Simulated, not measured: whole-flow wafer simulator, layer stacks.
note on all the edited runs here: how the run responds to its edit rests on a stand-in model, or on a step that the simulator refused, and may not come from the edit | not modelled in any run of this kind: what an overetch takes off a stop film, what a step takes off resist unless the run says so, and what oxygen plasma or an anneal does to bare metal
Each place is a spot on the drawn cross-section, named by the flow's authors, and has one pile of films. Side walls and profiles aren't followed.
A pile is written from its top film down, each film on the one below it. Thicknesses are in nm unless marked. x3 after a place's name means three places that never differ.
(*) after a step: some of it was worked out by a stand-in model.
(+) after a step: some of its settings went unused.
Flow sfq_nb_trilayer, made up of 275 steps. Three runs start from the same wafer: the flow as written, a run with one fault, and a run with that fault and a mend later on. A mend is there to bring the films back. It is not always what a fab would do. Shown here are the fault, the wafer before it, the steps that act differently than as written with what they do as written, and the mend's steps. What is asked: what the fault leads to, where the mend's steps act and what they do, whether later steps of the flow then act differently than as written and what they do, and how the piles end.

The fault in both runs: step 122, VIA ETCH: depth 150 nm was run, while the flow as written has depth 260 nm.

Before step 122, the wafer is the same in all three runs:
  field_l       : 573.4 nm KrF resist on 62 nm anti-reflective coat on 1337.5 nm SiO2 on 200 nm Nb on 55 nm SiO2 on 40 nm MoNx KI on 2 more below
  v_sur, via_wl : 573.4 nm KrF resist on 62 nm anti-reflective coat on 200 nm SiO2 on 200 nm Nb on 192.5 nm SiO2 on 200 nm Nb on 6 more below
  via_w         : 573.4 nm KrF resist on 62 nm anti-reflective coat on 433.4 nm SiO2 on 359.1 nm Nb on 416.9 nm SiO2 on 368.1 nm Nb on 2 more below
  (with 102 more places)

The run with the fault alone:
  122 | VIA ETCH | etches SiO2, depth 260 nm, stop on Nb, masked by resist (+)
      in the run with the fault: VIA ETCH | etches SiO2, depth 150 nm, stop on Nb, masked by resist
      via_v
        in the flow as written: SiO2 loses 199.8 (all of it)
        in the run with the fault: SiO2 loses 150
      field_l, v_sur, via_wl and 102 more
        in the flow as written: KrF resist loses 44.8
        in the run with the fault: KrF resist loses 25.9
  Steps further on in the flow that do not act as written (3 other steps are not shown; they differ only slightly, by no more than 2% or 0.5 nm, whichever is larger):
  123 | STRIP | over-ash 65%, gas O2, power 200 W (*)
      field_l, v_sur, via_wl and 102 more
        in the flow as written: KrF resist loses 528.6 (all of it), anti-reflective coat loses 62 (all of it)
        in the run with the fault: KrF resist loses 547.6 (all of it), anti-reflective coat loses 62 (all of it)
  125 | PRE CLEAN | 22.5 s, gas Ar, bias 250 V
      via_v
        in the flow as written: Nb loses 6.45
        in the run with the fault: SiO2 loses 7.5
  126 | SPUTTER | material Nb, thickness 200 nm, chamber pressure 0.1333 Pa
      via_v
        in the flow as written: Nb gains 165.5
        in the run with the fault: Nb gains 176.2 (new film)
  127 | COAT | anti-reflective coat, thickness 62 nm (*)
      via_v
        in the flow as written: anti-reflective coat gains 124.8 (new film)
        in the run with the fault: anti-reflective coat gains 112.8 (new film)
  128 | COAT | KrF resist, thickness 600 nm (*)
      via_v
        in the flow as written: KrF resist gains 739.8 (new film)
        in the run with the fault: KrF resist gains 700 (new film)
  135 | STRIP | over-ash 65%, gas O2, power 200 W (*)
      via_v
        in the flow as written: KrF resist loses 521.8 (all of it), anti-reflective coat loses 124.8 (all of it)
        in the run with the fault: KrF resist loses 482.2 (all of it), anti-reflective coat loses 112.8 (all of it)
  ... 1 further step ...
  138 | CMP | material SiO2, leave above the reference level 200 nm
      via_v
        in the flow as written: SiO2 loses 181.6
        in the run with the fault: SiO2 loses 157.1
  The piles end different from the flow's at via_v by more than 2% or 0.5 nm, whichever is larger.
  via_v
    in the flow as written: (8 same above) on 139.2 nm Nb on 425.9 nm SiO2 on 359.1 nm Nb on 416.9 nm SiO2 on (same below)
    in the run with the fault: (8 same above) on 139.2 nm Nb on 366.4 nm SiO2 on 176.2 nm Nb on 42.3 nm SiO2 on 200 nm Nb on 416.9 nm SiO2 on (same below)

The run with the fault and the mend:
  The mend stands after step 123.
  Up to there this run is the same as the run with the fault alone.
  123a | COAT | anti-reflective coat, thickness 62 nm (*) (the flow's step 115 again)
      p4_fl x3, p4_w1 x9, p4_g1 x2 and 63 more
        anti-reflective coat gains 62 (new film)
      r_sur, res, r_end and 9 more
        anti-reflective coat gains 61.8 (new film)
      field_l, jj_sur, ce_l, c5j
        anti-reflective coat gains 61.6 (new film)
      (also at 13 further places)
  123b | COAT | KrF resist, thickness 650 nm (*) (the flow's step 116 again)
      p4_fl x3, p4_w1 x9, p4_g1 x2 and 63 more
        KrF resist gains 650 (new film)
      r_end, moat, field_r, lsp_l, l0v
        KrF resist gains 649.6 (new film)
      ln_m5, lsp_m, ln_m6, lsp_r, l0_sur
        KrF resist gains 649.7 (new film)
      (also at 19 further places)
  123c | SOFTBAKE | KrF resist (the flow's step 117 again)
      does not change any film at any place that is followed
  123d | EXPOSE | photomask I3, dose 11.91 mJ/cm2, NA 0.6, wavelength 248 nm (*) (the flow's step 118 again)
      does not change any film at any place that is followed
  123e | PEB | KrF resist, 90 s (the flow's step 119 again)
      c5j, ce_r, sp_r and 90 more
        KrF resist loses 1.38
      field_l, v_sur, via_wl and 8 more
        KrF resist loses 1.37
      via_wr
        KrF resist loses 1.36
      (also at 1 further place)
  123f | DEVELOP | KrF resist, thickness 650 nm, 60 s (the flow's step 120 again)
      field_l, v_sur, via_wl and 102 more
        KrF resist loses 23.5
      via_v
        KrF resist loses 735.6 (all of it)
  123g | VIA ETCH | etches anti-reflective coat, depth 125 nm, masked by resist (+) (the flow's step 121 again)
      field_l, v_sur, via_wl and 102 more
        KrF resist loses 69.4
      via_v
        anti-reflective coat loses 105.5 (all of it), SiO2 loses 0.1
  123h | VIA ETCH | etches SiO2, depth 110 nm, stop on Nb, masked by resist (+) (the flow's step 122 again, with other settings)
      field_l, v_sur, via_wl and 102 more
        KrF resist loses 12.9
      via_v
        SiO2 loses 49.7 (all of it)
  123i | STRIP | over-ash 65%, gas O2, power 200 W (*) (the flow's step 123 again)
      p4_fl x3, p4_w1 x9, p4_g1 x2 and 63 more
        KrF resist loses 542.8 (all of it), anti-reflective coat loses 62 (all of it)
      r_end, moat, field_r, lsp_l, ln_m5, l0v
        KrF resist loses 542.4 (all of it), anti-reflective coat loses 61.8 (all of it)
      lsp_m, ln_m6, lsp_r, l0_sur
        KrF resist loses 542.5 (all of it), anti-reflective coat loses 61.8 (all of it)
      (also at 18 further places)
  Every later step of the flow that is run acts as written at every place that is followed.
  The piles end the same as the flow's at every place that both follow.
